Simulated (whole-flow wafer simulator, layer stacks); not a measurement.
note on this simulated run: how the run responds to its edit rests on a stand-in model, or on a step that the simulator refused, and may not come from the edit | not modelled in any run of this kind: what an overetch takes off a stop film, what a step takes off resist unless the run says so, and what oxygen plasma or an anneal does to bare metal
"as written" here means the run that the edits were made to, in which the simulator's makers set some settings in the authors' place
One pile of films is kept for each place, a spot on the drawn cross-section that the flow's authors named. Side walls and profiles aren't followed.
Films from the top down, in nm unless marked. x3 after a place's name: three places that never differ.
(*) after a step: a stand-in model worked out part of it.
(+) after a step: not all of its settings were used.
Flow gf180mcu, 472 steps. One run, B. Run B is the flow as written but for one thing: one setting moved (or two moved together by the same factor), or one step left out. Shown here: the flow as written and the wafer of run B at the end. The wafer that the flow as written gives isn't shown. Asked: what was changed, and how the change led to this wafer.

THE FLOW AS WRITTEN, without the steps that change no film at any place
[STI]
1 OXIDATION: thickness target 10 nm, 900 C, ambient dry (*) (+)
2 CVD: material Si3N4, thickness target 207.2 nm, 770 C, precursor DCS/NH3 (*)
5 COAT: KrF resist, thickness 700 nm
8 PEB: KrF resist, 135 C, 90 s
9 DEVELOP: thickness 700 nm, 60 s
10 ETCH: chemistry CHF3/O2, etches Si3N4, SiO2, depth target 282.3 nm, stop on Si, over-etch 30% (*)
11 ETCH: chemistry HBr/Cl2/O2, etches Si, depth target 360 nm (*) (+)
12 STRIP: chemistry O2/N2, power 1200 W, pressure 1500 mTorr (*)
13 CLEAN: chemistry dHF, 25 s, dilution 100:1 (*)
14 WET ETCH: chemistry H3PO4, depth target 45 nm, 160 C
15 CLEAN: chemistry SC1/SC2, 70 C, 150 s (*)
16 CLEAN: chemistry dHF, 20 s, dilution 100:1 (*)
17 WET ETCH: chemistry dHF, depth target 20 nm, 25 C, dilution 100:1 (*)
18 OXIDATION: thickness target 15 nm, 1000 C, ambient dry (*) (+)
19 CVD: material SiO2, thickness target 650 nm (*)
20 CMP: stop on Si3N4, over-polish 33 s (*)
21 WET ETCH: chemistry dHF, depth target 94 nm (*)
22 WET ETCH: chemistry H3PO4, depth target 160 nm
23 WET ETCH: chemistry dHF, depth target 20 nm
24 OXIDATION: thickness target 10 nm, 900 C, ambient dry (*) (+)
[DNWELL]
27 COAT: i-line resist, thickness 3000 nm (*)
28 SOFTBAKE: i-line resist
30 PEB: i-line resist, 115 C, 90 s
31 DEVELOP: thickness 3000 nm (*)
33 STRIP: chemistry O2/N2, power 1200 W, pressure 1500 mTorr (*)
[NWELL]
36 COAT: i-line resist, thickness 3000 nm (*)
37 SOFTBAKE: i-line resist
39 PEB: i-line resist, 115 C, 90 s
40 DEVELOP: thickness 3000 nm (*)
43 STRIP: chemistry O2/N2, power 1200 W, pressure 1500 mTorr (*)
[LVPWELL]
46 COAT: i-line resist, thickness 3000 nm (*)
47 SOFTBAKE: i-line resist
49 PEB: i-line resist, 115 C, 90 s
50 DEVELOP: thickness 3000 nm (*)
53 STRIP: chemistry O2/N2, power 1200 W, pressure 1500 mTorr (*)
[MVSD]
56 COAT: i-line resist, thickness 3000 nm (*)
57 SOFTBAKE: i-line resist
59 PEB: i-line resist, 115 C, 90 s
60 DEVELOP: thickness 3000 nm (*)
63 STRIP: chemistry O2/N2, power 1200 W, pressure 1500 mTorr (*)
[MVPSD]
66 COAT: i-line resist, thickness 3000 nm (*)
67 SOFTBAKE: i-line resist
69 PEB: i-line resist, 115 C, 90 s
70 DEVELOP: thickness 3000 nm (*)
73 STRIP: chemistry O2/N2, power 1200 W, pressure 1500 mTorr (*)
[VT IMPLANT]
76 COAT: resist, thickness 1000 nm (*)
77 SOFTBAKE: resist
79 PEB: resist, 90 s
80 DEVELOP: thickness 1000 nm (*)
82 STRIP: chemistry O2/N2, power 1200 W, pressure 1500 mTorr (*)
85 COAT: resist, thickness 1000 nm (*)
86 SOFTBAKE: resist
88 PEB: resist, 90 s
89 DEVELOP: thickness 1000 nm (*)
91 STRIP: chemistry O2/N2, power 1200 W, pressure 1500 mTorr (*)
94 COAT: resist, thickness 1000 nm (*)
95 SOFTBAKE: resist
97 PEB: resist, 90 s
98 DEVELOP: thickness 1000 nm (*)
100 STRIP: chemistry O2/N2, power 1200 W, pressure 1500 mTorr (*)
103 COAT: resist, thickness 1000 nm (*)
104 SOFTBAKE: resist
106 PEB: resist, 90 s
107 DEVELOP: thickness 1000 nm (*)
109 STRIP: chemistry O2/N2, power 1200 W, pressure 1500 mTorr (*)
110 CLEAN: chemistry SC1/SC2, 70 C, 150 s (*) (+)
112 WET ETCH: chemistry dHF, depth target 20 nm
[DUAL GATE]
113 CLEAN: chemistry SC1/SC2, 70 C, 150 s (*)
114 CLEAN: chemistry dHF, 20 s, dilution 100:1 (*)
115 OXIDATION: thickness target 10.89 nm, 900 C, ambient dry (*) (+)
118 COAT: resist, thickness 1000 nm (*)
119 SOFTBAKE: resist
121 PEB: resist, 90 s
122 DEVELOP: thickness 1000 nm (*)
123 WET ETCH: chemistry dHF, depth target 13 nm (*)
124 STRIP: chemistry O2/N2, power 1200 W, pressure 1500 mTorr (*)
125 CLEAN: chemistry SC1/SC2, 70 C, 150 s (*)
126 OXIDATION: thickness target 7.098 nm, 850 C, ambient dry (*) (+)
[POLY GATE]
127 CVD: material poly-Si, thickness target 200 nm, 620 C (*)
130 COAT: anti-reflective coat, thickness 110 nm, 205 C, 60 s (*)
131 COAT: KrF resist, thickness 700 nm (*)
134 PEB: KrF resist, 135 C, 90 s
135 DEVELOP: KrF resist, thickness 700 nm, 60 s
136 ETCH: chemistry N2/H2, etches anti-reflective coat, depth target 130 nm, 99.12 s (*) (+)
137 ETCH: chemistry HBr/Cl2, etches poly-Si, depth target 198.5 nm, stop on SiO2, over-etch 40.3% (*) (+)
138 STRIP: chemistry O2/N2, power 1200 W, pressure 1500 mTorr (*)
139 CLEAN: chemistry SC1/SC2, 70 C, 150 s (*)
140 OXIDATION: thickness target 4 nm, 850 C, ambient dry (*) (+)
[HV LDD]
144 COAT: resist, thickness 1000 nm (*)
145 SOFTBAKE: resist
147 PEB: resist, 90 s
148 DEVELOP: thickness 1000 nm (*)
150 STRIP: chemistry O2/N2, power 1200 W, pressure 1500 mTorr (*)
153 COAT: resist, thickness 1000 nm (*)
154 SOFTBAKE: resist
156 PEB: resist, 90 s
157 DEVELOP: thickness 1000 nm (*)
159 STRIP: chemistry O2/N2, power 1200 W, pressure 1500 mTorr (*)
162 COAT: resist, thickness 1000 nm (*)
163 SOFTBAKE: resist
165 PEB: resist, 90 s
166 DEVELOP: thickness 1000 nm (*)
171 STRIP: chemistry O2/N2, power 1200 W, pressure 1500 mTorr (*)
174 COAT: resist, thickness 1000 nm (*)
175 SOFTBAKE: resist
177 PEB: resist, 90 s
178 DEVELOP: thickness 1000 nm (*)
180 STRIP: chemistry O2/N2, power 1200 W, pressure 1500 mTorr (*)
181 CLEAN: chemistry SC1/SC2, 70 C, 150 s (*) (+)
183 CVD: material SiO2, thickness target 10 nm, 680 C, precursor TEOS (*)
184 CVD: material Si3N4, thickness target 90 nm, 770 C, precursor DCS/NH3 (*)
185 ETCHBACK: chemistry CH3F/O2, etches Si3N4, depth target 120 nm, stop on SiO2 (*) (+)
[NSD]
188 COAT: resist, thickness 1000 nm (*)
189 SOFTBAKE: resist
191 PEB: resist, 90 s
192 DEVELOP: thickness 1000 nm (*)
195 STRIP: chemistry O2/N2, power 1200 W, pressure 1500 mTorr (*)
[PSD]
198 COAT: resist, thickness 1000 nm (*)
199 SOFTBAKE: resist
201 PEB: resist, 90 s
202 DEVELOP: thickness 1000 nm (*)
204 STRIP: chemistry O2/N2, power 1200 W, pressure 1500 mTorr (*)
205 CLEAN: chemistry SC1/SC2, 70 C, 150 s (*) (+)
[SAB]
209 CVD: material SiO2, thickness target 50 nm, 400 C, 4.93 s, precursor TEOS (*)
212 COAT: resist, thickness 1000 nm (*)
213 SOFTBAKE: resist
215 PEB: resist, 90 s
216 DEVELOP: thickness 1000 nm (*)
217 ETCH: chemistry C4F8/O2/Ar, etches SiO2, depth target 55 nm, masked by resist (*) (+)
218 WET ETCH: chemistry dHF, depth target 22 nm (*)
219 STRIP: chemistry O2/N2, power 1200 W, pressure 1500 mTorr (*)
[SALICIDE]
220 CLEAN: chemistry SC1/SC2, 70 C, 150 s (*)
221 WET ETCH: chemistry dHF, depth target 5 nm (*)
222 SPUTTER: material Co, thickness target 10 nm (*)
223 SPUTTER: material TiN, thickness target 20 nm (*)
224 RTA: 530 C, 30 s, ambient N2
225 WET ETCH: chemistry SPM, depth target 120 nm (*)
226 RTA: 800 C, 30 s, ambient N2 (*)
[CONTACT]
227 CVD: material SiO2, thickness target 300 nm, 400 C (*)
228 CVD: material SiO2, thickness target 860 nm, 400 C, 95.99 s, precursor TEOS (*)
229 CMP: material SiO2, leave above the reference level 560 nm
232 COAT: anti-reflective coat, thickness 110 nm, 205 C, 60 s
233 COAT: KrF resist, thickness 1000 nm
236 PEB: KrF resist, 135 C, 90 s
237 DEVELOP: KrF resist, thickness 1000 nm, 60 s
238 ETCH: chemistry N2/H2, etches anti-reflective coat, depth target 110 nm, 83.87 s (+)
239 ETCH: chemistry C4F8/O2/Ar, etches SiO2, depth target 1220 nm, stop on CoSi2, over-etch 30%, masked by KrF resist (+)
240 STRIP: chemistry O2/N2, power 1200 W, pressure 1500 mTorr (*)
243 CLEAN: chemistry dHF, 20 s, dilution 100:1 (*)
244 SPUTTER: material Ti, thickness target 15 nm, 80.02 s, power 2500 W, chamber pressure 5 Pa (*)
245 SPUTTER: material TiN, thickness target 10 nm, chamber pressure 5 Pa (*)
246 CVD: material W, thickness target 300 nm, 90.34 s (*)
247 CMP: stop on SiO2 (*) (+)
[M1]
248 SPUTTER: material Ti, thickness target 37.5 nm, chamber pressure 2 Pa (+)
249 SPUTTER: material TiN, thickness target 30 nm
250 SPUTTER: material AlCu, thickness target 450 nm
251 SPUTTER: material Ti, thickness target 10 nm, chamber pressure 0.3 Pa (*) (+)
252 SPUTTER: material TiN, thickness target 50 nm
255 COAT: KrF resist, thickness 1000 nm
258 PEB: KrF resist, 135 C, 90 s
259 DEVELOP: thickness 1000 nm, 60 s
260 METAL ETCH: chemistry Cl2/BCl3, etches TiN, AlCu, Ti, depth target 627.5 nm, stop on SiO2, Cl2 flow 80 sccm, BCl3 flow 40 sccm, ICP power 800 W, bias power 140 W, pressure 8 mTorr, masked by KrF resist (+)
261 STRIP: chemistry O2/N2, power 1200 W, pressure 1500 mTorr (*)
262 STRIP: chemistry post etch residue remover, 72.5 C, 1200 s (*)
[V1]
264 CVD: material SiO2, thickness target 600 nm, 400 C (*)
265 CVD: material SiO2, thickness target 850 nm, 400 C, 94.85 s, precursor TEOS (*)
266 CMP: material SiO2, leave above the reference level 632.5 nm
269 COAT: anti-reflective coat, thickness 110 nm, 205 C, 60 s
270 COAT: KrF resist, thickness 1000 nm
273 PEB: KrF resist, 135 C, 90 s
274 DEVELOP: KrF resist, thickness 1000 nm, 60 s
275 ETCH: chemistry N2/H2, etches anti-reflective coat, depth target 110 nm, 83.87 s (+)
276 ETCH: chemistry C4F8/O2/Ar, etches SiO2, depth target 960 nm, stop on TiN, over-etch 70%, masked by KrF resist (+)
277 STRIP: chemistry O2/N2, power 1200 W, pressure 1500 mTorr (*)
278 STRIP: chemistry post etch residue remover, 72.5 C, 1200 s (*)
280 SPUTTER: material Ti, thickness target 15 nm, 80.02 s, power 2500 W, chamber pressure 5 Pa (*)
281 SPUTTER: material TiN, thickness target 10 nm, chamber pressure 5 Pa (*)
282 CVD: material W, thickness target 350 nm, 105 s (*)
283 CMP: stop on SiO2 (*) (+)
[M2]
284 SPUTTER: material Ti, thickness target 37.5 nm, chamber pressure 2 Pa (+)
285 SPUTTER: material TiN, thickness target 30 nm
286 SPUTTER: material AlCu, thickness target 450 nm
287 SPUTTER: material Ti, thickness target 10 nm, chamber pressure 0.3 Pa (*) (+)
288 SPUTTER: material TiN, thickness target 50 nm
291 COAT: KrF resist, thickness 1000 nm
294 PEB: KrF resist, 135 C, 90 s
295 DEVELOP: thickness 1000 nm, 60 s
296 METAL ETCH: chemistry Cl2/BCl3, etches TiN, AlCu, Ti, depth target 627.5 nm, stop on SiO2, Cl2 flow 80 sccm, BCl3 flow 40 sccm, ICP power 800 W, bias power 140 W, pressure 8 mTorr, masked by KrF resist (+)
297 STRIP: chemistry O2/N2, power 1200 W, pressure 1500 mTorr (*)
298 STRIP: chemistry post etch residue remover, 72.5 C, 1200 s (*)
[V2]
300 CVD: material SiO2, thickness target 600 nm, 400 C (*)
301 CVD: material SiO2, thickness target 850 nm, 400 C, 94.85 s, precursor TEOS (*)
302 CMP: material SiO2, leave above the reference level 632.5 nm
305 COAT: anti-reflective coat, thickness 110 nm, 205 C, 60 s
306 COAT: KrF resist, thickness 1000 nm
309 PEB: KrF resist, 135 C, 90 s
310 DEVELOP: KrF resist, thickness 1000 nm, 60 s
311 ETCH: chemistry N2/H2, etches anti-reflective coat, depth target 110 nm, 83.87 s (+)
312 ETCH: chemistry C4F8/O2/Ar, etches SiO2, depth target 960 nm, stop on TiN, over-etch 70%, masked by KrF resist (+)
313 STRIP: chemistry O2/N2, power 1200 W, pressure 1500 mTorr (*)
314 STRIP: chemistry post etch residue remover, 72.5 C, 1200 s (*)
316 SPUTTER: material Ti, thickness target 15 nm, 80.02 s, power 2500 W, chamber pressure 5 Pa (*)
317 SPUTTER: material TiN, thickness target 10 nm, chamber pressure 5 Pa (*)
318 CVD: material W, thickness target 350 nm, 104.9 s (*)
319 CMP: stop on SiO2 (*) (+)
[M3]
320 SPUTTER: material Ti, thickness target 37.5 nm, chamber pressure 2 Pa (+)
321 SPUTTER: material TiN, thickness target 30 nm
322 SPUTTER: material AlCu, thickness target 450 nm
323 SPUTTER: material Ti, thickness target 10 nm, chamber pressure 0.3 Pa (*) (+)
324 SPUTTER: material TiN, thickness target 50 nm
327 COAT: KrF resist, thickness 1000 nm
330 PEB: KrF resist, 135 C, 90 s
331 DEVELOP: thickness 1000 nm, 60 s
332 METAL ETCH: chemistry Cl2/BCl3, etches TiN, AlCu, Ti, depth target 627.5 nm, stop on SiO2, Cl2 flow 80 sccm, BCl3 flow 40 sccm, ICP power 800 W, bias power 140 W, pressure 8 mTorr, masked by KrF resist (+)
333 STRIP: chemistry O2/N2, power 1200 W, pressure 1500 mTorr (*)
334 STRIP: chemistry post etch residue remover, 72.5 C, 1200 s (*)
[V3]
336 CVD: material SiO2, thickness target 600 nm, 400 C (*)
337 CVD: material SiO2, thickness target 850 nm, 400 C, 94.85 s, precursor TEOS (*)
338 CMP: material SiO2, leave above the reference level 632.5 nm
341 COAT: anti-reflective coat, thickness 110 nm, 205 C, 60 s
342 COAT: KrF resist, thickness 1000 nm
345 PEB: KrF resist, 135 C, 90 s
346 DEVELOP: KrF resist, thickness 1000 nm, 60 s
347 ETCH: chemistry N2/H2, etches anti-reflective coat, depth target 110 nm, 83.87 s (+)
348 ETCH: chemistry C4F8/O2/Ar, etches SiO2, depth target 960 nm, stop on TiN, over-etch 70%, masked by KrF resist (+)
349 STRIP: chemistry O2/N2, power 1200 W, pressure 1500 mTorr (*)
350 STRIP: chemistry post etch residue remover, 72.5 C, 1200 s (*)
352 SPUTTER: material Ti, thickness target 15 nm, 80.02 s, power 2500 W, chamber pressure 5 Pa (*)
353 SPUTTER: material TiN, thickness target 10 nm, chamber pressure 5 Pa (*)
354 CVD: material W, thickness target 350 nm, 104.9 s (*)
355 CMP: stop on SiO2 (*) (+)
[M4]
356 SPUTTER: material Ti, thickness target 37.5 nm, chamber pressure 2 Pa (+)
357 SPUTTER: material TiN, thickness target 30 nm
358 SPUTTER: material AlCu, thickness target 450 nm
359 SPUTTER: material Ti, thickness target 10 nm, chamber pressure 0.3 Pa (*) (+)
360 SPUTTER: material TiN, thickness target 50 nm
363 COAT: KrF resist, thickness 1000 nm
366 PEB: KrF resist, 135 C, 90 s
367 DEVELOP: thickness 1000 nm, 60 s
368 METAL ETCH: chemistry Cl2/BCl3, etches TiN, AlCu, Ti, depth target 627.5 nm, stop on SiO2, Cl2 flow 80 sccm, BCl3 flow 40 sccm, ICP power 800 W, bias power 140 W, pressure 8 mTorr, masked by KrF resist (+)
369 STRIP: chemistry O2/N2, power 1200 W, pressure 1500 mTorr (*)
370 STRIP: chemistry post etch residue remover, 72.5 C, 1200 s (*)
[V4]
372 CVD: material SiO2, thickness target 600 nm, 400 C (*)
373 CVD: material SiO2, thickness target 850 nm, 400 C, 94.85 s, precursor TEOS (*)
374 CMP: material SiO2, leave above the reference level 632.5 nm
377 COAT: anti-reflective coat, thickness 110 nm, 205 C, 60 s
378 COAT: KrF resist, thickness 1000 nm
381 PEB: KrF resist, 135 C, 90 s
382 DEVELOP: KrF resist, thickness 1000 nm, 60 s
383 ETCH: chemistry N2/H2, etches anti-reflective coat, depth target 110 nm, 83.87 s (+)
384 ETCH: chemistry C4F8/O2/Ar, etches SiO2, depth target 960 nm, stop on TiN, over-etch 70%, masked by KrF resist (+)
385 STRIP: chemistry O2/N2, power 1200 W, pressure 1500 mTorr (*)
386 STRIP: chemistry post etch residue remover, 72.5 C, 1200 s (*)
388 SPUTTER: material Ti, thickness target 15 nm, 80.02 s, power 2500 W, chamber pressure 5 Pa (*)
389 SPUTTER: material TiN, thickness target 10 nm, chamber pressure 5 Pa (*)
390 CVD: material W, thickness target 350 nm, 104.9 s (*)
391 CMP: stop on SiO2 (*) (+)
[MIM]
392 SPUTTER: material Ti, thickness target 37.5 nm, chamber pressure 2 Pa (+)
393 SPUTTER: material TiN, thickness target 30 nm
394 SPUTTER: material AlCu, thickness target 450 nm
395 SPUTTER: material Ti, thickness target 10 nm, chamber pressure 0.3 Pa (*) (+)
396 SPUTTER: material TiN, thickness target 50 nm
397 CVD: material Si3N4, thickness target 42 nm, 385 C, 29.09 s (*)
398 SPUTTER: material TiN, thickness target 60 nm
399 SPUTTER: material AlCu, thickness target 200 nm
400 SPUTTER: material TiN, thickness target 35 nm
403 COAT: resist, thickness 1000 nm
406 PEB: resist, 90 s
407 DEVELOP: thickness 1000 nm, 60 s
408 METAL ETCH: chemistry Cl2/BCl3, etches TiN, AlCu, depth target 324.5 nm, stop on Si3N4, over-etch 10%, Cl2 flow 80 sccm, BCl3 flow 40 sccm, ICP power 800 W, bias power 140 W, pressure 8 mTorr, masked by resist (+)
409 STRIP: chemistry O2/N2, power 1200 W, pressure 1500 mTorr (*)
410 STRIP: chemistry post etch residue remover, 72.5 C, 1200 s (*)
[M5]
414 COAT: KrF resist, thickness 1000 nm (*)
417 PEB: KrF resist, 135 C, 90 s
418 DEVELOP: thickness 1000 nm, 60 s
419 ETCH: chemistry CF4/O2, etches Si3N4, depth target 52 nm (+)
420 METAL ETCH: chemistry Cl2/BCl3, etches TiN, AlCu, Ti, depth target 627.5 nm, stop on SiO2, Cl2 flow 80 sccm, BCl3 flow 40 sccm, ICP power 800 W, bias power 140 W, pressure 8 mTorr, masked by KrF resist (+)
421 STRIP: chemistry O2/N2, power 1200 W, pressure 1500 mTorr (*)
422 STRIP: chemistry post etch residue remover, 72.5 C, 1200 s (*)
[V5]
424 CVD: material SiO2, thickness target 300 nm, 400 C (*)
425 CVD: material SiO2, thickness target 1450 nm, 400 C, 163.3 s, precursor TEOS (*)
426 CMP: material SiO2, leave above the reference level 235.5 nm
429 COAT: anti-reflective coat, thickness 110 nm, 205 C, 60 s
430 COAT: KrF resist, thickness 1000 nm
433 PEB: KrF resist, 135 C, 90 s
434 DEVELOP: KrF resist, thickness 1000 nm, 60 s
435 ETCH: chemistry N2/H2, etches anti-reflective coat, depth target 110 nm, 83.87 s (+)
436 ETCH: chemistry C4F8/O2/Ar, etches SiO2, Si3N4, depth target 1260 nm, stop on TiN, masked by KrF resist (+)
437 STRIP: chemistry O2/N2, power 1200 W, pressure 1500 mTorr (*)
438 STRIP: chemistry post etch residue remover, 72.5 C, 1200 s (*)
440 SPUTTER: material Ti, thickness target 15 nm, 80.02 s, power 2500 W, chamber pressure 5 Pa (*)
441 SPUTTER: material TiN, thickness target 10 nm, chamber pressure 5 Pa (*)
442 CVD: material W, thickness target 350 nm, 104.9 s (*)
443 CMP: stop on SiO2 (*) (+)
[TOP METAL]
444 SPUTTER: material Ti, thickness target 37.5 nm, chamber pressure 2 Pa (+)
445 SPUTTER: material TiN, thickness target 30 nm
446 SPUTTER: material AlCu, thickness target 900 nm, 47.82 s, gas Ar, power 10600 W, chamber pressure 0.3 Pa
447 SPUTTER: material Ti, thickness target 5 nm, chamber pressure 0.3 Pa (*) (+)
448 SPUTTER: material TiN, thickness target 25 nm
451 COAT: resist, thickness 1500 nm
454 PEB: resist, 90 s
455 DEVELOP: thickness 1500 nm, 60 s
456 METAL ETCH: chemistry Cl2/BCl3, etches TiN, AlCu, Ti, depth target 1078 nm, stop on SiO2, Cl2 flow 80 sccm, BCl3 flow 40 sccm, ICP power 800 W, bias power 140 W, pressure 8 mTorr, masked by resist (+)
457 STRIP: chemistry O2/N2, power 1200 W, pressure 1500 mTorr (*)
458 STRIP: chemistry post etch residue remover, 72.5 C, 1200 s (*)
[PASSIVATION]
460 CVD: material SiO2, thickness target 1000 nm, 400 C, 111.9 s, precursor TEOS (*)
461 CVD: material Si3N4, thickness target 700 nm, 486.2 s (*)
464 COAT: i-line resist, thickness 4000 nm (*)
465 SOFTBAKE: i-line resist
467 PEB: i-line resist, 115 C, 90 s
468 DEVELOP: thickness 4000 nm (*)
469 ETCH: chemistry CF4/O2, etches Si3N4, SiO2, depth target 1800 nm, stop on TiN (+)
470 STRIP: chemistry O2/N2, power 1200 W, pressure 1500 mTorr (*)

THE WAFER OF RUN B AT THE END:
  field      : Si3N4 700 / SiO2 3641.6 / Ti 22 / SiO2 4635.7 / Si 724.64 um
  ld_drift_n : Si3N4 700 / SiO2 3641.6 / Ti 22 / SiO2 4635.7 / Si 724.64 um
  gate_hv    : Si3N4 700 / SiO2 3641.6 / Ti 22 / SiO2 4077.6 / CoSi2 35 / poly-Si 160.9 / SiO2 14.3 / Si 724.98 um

The cause: step 358, SPUTTER: thickness target 522 nm was run, where the flow has thickness target 450 nm.

How the change led to this, step by step:
  358 SPUTTER: material AlCu, thickness target 450 nm
      field, field__w1, field__w2 and 108 more: AlCu +522 (new film) (as written it would be: AlCu +450 (new film))
  368 METAL ETCH: chemistry Cl2/BCl3, etches TiN, AlCu, Ti, depth target 627.5 nm, stop on SiO2, Cl2 flow 80 sccm, BCl3 flow 40 sccm, ICP power 800 W, bias power 140 W, pressure 8 mTorr, masked by KrF resist (+)
      field, field__w1, field__w2 and 103 more: TiN -50 (all of it), Ti -10 (all of it), AlCu -522 (all of it), TiN -30 (all of it), Ti -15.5 (as written it would be: TiN -50 (all of it), Ti -10 (all of it), AlCu -450 (all of it), TiN -30 (all of it), Ti -37.5 (all of it))
  372 CVD: material SiO2, thickness target 600 nm, 400 C (*)
      field, field__w1, field__w2 and 103 more: SiO2 +600 (new film) (as written it would be: SiO2 +600)
  374 CMP: material SiO2, leave above the reference level 632.5 nm
      field, field__w1, field__w2 and 103 more: SiO2 -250 (as written it would be: SiO2 -300)
Counting metal films that touch as one body, field has 1 body; the flow as written gives 0 bodies.
Counting metal films that touch as one body, ld_drift_n has 1 body; the flow as written gives 0 bodies.
Counting metal films that touch as one body, gate_hv has 2 bodies (between them, from the top down: SiO2 4077.6); the flow as written gives 1 body.
